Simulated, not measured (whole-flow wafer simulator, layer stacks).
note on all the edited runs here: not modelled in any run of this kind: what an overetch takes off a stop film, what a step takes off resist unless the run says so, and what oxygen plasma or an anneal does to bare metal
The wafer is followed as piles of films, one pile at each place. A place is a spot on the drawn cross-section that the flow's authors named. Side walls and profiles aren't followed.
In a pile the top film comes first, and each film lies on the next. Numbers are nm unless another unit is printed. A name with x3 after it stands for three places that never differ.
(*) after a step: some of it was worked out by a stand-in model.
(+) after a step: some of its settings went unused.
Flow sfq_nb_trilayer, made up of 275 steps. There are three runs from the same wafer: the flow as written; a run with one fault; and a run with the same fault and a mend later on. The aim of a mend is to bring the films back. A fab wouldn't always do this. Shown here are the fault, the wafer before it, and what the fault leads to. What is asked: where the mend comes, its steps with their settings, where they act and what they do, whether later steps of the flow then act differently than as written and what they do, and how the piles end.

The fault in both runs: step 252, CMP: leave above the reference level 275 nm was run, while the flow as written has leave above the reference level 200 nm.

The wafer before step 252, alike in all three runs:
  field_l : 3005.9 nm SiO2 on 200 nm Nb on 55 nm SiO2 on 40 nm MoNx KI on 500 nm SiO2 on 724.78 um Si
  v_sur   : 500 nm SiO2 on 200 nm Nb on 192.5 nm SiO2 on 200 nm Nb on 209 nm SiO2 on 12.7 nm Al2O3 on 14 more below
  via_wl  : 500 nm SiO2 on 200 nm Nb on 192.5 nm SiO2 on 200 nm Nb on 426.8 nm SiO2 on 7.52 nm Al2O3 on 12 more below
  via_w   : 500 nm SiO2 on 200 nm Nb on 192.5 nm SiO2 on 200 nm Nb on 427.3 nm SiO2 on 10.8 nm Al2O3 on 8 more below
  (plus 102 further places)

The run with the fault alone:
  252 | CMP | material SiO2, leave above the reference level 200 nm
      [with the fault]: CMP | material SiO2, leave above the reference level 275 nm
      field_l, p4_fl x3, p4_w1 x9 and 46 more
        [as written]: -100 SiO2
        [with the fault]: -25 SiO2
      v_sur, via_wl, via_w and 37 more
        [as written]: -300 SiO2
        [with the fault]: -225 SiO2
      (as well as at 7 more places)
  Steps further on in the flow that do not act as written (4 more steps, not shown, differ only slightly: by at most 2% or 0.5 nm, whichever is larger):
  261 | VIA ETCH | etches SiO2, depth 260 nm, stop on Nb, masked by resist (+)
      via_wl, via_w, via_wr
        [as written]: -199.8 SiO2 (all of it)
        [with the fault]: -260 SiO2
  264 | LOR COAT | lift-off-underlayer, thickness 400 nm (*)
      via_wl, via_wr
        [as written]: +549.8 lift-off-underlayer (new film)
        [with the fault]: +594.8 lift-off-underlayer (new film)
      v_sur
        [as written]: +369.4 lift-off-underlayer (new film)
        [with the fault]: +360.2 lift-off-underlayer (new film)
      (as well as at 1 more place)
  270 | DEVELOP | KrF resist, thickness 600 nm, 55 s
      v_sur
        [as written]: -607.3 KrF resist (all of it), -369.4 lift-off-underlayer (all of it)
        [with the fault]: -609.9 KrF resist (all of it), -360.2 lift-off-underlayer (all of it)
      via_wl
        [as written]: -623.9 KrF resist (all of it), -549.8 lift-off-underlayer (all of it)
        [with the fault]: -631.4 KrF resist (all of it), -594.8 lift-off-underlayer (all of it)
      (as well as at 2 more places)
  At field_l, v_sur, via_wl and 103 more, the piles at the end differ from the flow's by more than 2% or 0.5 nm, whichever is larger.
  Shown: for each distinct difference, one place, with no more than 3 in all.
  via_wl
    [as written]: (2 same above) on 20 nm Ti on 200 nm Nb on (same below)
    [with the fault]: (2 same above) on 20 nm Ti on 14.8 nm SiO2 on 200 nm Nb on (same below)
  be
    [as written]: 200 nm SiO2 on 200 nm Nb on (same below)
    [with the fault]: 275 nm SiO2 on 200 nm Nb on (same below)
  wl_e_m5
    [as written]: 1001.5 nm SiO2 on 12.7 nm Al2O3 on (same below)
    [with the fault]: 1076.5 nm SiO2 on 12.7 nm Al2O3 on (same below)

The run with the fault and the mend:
  The mend stands after step 253.
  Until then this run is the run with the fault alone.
  253a | CMP | material SiO2, leave above the reference level 200 nm (a further turn of the flow's step 252)
      field_l, v_sur, via_wl and 103 more
        -75 SiO2
  Later steps of the flow that are run all act as written at every place that is followed.
  At every place that both follow, the piles at the end match the flow's.
